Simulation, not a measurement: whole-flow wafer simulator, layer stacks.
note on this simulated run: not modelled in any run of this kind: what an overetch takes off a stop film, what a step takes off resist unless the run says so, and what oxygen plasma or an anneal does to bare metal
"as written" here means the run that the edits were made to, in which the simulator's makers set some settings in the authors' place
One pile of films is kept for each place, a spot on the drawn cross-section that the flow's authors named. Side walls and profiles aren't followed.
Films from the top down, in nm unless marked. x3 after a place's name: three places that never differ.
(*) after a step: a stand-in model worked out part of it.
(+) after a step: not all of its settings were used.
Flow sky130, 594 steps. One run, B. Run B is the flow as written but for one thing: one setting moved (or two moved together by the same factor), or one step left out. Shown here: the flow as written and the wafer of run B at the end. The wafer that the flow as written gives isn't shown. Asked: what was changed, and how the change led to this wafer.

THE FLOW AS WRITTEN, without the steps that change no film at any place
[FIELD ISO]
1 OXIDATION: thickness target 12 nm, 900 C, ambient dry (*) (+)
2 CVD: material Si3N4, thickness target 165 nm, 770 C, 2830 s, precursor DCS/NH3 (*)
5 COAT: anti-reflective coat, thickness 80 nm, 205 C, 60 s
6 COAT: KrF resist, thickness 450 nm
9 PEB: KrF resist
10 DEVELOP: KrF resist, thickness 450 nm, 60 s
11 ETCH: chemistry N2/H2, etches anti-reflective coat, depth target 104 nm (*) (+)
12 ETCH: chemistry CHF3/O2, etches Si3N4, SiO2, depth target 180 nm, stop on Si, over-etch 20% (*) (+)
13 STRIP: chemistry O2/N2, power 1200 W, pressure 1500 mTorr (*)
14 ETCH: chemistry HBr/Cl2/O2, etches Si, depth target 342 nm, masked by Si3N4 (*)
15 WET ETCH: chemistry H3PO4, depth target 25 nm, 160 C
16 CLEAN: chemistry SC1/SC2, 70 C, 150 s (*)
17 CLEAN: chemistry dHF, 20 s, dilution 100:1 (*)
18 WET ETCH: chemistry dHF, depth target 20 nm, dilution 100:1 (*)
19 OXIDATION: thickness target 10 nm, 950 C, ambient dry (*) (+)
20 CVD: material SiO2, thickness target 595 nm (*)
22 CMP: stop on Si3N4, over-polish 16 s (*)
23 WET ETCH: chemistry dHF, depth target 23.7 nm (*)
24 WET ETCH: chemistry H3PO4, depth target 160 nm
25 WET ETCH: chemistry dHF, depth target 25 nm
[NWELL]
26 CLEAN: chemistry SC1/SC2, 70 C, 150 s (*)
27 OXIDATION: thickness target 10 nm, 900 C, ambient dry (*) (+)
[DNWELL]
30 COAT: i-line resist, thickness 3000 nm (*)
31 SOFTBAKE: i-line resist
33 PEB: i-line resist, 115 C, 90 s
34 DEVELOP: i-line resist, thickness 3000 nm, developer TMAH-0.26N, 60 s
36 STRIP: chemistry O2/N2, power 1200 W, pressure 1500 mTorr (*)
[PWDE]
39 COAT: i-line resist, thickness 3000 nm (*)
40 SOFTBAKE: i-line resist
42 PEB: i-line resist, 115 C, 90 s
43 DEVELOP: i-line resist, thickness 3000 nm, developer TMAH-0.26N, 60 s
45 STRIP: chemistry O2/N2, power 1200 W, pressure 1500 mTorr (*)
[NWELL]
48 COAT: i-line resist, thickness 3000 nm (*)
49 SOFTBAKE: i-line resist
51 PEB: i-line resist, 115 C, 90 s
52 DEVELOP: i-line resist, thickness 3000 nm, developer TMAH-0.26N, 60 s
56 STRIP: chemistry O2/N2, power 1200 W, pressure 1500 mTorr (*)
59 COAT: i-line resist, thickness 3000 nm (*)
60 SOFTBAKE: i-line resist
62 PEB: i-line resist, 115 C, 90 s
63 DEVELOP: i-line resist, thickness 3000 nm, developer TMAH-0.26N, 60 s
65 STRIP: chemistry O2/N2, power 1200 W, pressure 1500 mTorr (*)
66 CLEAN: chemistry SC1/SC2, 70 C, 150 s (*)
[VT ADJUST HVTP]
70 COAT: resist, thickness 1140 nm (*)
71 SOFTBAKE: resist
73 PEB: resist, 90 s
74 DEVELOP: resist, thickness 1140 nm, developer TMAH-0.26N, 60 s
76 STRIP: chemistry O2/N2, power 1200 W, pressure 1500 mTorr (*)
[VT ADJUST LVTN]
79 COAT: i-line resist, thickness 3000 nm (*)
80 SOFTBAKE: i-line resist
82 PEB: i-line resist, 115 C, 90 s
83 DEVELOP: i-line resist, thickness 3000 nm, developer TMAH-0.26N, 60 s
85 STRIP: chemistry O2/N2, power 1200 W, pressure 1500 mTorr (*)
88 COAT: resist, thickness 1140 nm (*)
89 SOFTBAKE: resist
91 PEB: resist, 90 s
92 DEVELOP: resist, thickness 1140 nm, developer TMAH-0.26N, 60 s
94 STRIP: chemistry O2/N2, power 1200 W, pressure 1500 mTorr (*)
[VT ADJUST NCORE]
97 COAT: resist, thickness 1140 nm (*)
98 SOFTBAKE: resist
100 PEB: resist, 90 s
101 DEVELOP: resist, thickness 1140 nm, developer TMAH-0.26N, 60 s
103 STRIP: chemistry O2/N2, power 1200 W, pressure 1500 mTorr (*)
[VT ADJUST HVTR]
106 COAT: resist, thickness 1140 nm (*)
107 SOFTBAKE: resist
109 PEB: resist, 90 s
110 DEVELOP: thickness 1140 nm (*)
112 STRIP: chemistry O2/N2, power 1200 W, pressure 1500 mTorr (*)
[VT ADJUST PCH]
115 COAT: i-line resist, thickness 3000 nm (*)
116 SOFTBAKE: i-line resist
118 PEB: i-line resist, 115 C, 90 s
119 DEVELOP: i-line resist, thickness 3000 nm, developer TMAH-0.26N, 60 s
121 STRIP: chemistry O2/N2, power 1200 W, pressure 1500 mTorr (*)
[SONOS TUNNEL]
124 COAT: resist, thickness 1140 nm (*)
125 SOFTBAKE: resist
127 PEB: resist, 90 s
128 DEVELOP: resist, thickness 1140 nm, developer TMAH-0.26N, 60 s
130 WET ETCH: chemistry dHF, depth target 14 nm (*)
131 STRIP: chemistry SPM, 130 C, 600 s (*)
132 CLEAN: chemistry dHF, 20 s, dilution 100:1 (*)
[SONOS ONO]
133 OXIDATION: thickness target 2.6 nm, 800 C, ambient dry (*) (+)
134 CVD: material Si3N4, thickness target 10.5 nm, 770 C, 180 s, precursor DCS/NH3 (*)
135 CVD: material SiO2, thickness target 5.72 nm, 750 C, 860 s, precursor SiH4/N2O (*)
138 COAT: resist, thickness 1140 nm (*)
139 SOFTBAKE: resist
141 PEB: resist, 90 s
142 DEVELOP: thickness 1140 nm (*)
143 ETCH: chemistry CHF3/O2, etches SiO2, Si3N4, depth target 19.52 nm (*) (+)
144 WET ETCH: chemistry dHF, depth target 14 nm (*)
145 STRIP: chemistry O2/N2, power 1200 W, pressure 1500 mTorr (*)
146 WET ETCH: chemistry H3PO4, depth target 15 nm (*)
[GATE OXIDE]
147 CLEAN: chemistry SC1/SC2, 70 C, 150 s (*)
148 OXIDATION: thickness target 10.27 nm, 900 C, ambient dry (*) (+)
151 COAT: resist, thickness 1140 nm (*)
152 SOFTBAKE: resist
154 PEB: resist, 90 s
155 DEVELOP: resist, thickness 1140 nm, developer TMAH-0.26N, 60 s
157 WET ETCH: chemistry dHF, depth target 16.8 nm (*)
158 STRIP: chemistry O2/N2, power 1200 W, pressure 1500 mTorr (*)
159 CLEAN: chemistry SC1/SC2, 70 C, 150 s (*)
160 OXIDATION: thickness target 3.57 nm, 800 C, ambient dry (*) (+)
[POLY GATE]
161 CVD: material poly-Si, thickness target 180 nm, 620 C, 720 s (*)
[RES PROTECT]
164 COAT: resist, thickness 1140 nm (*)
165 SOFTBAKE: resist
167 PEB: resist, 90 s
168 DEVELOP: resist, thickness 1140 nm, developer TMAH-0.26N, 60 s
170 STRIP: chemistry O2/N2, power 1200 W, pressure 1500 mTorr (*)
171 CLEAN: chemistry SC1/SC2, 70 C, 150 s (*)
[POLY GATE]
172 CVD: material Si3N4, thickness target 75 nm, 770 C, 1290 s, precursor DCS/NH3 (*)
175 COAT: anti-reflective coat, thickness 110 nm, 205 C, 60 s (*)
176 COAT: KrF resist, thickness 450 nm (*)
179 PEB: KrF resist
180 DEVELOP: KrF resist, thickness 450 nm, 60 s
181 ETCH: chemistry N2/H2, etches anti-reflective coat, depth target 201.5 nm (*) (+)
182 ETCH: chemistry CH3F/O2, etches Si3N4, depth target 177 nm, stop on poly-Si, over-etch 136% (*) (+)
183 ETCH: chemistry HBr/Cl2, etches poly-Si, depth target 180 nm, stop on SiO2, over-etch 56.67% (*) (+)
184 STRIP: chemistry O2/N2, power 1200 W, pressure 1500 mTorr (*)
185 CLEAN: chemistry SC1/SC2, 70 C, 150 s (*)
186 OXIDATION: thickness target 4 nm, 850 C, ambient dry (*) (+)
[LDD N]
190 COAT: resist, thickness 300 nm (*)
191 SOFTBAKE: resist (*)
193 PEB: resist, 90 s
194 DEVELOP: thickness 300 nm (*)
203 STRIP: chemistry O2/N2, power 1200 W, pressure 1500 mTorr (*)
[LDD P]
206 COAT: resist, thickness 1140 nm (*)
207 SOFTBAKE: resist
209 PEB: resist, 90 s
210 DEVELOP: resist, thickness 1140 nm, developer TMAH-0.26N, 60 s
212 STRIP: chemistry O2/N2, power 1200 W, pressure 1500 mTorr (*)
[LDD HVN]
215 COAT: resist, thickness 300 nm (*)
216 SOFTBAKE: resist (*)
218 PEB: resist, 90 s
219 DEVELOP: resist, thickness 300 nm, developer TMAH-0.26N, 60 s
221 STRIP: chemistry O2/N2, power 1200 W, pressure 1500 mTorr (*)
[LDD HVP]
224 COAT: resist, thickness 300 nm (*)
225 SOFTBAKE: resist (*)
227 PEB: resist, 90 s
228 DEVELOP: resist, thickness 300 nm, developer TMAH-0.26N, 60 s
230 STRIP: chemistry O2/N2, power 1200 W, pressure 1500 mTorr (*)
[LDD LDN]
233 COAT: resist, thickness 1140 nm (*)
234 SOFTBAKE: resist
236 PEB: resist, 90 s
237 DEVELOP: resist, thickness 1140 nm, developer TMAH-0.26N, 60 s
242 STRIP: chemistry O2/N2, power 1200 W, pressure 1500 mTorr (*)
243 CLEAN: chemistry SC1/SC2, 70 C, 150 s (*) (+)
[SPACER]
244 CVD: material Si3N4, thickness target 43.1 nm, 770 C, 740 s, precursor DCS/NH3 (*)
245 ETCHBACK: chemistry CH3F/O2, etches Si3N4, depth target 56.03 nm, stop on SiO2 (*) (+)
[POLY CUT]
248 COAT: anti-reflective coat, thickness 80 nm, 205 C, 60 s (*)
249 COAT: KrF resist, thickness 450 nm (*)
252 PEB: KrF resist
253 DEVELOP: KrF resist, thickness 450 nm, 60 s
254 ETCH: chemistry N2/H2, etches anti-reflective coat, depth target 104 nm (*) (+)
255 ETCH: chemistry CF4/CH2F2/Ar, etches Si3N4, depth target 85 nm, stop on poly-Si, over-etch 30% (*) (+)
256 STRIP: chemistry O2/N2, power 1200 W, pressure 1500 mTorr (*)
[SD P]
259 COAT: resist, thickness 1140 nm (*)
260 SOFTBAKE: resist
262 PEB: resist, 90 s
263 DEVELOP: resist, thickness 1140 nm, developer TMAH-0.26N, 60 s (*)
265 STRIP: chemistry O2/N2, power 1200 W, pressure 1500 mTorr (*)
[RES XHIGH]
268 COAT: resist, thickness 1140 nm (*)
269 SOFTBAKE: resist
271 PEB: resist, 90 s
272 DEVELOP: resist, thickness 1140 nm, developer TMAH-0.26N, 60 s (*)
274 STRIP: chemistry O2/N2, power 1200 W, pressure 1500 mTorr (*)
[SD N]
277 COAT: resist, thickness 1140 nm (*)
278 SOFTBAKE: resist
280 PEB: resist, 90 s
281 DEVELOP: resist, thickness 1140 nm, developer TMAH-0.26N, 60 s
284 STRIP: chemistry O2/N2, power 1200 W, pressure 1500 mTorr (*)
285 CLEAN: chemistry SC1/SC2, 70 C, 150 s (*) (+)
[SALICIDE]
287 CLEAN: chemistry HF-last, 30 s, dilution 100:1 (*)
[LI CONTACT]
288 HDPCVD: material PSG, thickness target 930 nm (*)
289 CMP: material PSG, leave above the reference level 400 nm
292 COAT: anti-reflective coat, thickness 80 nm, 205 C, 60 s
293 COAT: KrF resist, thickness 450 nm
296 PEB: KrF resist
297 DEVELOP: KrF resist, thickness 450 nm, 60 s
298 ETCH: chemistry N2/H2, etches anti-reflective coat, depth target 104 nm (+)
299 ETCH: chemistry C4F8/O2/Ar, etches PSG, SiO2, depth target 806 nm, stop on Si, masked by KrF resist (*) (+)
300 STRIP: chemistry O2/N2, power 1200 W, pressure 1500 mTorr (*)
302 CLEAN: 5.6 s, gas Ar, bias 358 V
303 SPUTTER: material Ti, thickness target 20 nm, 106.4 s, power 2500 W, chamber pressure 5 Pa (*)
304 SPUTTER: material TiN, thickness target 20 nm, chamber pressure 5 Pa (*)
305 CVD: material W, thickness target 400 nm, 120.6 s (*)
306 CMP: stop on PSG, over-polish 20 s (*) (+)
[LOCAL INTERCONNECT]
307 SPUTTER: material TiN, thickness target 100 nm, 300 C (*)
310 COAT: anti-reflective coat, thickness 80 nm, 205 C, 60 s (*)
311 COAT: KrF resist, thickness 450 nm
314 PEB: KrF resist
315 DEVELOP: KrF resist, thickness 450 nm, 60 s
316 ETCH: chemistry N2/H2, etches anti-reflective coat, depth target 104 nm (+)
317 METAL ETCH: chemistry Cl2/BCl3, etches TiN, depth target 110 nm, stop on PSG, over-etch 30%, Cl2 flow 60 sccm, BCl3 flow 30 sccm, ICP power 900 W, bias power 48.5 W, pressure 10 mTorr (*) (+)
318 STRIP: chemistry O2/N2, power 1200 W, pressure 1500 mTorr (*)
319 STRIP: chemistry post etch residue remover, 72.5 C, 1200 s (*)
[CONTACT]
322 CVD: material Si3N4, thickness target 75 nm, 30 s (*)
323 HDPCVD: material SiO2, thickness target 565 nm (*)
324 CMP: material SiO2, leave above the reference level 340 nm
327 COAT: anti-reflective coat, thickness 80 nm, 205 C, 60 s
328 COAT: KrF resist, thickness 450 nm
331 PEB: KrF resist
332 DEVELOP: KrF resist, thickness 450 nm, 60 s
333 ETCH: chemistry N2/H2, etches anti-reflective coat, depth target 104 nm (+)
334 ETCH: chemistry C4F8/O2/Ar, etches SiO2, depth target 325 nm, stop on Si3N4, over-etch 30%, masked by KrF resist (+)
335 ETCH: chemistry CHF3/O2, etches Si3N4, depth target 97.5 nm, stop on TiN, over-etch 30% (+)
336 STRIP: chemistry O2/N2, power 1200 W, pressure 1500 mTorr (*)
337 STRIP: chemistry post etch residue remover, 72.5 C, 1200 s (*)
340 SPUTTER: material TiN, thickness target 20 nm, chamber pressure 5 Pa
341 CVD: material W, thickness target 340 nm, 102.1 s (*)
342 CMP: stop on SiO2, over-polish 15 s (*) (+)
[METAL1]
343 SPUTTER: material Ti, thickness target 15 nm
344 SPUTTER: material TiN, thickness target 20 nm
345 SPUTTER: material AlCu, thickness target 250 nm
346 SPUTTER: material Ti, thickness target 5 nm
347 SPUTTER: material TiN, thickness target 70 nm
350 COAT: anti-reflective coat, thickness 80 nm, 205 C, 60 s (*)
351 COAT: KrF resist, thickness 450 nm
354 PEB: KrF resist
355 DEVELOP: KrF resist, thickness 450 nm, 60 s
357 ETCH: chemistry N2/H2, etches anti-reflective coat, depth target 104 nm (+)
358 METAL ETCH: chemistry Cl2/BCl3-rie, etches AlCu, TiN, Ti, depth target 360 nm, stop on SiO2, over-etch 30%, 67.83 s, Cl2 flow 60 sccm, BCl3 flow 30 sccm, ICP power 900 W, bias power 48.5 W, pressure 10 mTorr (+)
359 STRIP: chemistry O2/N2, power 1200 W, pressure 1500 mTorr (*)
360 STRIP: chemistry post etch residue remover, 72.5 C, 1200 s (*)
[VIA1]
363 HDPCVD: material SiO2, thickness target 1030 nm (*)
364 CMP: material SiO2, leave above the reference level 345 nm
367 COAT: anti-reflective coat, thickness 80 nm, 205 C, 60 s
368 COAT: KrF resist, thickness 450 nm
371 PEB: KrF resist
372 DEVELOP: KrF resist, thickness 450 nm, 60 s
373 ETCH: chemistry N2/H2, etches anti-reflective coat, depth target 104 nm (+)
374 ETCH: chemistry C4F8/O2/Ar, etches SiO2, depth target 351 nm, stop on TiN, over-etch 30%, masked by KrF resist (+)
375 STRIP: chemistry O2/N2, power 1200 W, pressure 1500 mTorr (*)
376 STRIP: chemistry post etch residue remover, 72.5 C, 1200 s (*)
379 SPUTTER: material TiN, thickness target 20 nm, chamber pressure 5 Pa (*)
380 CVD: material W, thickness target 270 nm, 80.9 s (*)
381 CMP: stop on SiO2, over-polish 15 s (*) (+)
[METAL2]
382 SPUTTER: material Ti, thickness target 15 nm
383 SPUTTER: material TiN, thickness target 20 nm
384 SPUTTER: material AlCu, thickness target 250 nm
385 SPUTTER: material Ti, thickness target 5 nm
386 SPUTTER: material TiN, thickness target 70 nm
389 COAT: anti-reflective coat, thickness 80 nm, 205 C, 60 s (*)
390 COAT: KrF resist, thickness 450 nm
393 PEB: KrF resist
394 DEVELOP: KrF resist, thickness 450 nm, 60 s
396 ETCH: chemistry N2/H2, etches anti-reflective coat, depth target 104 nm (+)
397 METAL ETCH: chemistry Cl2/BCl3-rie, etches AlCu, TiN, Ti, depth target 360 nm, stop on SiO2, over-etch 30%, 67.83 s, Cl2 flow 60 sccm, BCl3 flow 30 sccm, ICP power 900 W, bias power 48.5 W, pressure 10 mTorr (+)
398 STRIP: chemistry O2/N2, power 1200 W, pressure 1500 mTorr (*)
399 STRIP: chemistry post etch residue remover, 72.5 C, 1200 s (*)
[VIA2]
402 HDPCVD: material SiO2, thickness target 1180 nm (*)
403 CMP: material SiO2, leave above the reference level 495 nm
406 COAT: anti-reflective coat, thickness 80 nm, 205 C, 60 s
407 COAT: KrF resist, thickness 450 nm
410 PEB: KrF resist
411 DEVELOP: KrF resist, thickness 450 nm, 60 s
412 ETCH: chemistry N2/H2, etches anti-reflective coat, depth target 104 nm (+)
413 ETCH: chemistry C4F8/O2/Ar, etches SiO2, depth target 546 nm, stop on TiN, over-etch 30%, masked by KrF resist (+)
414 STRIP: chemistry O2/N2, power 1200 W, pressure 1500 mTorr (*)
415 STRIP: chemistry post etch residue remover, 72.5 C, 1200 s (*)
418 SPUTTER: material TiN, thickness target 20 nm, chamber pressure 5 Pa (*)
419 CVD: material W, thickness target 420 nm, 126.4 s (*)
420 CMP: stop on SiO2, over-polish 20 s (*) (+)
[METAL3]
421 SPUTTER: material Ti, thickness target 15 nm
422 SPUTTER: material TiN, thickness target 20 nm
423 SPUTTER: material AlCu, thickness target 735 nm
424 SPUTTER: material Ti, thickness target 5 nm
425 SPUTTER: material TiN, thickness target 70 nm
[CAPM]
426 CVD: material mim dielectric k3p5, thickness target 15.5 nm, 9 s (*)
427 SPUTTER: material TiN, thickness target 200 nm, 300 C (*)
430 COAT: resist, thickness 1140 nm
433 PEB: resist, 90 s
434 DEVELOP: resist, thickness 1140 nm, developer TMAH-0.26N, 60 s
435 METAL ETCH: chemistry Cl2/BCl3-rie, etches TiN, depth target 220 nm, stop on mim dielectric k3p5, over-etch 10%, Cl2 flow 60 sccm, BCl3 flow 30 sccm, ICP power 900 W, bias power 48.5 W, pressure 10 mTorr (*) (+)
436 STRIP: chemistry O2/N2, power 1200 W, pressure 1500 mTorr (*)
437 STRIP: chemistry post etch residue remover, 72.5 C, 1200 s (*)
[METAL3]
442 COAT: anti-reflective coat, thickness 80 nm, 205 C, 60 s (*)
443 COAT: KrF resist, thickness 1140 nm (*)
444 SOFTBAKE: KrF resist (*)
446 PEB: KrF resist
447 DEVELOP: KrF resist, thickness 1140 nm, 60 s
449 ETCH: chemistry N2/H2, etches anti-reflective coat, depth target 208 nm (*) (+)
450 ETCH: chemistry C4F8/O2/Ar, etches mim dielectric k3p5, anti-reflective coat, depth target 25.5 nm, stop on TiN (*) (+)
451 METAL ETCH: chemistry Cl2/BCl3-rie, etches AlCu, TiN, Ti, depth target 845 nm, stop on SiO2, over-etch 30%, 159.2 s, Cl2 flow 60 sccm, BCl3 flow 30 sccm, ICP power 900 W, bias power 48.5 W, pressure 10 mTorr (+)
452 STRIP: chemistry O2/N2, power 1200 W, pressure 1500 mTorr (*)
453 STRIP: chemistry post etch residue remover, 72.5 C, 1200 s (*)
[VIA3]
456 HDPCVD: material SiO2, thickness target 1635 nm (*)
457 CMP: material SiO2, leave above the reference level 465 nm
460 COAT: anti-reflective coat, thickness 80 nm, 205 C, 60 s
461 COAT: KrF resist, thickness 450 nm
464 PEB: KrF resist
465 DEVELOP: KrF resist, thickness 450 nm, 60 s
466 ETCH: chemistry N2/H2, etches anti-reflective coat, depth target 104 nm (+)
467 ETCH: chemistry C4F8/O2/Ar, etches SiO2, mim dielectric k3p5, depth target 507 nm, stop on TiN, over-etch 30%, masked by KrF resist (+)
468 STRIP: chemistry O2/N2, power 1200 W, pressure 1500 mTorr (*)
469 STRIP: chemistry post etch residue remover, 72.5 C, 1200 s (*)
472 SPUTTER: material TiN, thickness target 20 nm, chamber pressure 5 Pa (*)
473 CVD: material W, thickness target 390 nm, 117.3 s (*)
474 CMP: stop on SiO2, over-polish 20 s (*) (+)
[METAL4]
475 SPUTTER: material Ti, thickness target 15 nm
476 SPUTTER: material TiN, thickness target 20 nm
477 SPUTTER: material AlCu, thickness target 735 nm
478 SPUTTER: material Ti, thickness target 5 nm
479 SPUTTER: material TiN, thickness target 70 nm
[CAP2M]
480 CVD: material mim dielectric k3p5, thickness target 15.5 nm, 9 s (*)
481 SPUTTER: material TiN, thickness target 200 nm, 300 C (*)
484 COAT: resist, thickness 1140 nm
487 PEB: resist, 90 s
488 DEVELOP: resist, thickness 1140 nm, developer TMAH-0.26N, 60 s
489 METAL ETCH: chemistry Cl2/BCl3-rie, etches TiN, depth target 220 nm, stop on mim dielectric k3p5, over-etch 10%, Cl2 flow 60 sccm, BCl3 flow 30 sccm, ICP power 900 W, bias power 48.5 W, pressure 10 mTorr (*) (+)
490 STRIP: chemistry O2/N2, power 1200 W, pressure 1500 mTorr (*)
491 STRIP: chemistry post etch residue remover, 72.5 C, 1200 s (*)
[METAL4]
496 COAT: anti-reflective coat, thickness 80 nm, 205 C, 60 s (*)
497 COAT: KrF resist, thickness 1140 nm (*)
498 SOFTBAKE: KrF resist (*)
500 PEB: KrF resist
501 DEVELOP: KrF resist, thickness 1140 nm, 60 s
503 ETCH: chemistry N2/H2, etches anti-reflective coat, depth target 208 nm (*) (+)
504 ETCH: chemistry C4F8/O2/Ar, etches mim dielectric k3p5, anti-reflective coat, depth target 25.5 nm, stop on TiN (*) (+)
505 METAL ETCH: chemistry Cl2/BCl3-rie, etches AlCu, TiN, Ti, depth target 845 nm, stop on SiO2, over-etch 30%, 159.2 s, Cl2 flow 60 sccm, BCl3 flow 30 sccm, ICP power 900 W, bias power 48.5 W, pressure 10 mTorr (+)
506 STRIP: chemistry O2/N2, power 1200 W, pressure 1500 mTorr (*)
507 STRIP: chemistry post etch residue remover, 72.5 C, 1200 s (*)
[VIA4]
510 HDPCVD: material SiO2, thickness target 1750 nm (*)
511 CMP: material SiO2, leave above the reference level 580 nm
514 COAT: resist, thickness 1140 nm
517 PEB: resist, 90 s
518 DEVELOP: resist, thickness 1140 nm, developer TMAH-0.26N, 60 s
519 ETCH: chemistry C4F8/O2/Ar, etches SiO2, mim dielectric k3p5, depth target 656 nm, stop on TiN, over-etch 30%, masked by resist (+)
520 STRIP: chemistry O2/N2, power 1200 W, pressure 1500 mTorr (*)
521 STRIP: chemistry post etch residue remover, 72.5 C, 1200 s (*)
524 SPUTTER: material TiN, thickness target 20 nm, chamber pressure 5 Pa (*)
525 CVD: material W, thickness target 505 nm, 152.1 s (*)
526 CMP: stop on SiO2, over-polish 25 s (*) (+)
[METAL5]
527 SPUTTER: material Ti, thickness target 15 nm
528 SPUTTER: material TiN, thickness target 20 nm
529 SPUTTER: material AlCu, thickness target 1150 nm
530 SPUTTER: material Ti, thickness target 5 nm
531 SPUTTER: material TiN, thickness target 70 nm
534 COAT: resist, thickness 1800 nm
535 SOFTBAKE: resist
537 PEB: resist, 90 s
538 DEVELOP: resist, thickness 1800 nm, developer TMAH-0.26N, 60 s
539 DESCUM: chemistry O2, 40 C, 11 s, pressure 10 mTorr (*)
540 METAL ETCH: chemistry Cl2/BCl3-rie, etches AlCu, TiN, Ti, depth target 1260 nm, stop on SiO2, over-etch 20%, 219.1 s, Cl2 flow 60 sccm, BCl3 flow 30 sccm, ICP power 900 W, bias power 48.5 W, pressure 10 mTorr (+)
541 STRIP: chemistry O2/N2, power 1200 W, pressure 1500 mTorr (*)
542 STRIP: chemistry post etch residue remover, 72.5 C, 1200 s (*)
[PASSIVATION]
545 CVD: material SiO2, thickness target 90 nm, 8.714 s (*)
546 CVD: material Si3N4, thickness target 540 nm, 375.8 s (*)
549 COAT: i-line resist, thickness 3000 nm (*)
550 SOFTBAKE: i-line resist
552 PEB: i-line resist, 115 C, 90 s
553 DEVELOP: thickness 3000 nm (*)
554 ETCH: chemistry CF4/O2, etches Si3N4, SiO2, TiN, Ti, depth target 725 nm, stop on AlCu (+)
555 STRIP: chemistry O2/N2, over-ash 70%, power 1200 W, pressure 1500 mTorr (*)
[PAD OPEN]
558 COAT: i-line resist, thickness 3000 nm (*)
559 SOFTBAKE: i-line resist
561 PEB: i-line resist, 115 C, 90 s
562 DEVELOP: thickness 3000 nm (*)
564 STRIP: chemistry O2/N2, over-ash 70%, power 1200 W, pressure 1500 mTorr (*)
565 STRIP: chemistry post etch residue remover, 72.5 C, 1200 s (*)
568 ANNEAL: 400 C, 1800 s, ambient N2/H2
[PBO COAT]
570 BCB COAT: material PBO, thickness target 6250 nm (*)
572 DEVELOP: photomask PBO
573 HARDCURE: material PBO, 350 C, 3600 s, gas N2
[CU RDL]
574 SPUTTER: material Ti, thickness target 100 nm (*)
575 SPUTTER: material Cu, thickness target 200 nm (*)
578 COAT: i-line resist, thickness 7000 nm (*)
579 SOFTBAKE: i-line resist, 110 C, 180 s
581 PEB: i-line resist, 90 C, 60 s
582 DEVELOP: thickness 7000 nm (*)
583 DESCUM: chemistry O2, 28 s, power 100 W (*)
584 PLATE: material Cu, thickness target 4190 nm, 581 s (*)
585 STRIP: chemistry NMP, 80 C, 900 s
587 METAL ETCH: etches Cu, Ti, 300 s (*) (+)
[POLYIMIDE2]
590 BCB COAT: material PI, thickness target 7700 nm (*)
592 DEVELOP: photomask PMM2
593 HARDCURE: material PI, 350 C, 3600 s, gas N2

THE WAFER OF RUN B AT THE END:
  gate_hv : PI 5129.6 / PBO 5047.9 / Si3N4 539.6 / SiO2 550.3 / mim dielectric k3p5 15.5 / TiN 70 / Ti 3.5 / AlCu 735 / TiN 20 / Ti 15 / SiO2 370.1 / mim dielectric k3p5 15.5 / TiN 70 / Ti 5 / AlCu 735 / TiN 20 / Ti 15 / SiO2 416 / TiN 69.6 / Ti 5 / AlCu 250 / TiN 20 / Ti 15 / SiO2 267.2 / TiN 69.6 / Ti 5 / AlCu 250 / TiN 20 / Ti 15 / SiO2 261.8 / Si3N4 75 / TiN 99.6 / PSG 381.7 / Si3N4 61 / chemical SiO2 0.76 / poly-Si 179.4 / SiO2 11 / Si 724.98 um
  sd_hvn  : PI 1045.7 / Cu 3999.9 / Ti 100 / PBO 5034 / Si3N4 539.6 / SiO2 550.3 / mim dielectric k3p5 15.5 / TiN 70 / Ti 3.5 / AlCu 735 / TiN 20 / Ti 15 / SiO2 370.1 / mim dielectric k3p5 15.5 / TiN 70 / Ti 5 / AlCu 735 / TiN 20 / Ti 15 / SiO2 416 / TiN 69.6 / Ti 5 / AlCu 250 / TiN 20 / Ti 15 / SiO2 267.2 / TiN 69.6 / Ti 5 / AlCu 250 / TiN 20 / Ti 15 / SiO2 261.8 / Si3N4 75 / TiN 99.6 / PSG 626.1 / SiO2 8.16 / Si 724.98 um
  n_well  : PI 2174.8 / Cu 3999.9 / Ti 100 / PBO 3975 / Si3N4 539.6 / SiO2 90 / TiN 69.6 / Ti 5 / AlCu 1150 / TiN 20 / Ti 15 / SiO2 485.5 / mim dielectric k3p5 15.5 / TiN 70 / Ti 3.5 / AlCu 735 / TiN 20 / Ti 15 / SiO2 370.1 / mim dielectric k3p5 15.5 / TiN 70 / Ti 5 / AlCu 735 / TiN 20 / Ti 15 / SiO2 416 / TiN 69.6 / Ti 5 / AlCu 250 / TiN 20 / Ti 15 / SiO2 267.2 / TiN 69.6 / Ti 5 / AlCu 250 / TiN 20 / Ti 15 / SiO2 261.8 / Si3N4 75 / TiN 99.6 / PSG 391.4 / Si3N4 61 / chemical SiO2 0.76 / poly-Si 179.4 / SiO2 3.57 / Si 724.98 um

The cause: step 478, SPUTTER: thickness target 3.5 nm was run, where the flow has thickness target 5 nm.
It can be read off the wafer: gate_hv has Ti 3.5, and step 478 as written asks for 5 nm.

How the change led to this, step by step:
  478 SPUTTER: material Ti, thickness target 5 nm
      field, active, n_well and 189 more: Ti +3.5 (new film) (as written it would be: Ti +5 (new film))
  505 METAL ETCH: chemistry Cl2/BCl3-rie, etches AlCu, TiN, Ti, depth target 845 nm, stop on SiO2, over-etch 30%, 159.2 s, Cl2 flow 60 sccm, BCl3 flow 30 sccm, ICP power 900 W, bias power 48.5 W, pressure 10 mTorr (+)
      field, active, gate and 70 more: TiN -70 (all of it), Ti -3.5 (all of it), AlCu -735 (all of it), TiN -20 (all of it), Ti -15 (all of it), SiO2 -25.5 (as written it would be: TiN -70 (all of it), Ti -5 (all of it), AlCu -735 (all of it), TiN -20 (all of it), Ti -15 (all of it), SiO2 -25.4)
      vpp_iso1, mim_edge_plate, m1_ln and 12 more: TiN -70 (all of it), Ti -3.5 (all of it), AlCu -735 (all of it), TiN -20 (all of it), Ti -15 (all of it), SiO2 -25.5 (as written it would be: TiN -70 (all of it), Ti -5 (all of it), AlCu -735 (all of it), TiN -20 (all of it), Ti -15 (all of it), SiO2 -25.3)
